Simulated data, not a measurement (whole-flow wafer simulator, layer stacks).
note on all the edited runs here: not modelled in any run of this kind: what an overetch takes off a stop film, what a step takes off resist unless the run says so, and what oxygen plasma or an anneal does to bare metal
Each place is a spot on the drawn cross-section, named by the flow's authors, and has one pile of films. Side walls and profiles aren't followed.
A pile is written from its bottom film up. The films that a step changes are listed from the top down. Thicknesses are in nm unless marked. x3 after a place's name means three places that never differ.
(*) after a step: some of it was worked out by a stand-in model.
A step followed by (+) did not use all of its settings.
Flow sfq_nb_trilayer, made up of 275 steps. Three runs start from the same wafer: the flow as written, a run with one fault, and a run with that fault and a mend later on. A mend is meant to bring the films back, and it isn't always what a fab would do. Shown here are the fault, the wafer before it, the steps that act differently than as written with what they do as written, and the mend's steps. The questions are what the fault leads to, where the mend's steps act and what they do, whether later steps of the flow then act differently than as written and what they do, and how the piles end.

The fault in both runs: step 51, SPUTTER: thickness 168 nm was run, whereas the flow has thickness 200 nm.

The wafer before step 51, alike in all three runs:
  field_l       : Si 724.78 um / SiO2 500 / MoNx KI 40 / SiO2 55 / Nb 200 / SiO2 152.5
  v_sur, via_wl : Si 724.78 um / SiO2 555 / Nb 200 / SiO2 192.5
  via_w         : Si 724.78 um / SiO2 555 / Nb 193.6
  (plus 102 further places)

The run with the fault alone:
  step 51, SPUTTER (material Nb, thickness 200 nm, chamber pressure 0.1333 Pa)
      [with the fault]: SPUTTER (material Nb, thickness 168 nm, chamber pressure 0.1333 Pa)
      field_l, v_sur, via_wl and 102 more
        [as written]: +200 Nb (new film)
        [with the fault]: +168 Nb (new film)
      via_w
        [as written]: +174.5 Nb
        [with the fault]: +147 Nb
  Steps further on in the flow that do not act as written (2 more steps, not shown, differ only slightly: by at most 2% or 0.5 nm, whichever is larger):
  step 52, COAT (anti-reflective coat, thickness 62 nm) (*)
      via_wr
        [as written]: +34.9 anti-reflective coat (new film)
        [with the fault]: +34 anti-reflective coat (new film)
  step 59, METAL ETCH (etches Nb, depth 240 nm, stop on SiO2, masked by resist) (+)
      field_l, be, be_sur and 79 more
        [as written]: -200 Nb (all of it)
        [with the fault]: -168 Nb (all of it)
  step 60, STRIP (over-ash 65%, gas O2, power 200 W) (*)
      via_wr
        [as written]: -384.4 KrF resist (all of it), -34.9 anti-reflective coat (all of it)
        [with the fault]: -385.7 KrF resist (all of it), -34 anti-reflective coat (all of it)
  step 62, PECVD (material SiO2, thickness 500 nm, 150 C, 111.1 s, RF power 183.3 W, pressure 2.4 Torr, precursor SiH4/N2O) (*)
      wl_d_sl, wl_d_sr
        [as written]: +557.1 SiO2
        [with the fault]: +525.1 SiO2
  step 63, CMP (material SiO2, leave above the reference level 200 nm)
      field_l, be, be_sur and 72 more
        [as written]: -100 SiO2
        [with the fault]: -132 SiO2
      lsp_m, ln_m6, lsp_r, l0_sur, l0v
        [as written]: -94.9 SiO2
        [with the fault]: -132 SiO2
  At v_sur, via_wl, via_w and 37 more, the piles at the end differ from the flow's by more than 2% or 0.5 nm, whichever is larger.
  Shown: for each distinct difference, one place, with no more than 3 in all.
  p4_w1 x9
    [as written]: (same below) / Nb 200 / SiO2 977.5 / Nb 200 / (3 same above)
    [with the fault]: (same below) / Nb 200 / SiO2 945.5 / Nb 200 / (3 same above)
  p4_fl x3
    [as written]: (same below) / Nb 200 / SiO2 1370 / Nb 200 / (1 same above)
    [with the fault]: (same below) / Nb 200 / SiO2 1338 / Nb 200 / (1 same above)
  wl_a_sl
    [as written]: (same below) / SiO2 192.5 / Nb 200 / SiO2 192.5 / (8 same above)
    [with the fault]: (same below) / SiO2 192.5 / Nb 168 / SiO2 192.5 / (8 same above)

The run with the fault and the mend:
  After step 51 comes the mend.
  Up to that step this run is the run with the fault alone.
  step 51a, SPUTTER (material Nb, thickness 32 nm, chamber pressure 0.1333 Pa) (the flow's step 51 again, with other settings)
      field_l, v_sur, via_wl and 102 more
        +32 Nb
      via_w
        +24.7 Nb
  Later steps of the flow that are run all act as written at every place that is followed, up to a difference of at most 2% or 0.5 nm, whichever is larger.
  At the end the piles are close to the flow's at the places that both follow, differing by at most 2% or 0.5 nm, whichever is larger.
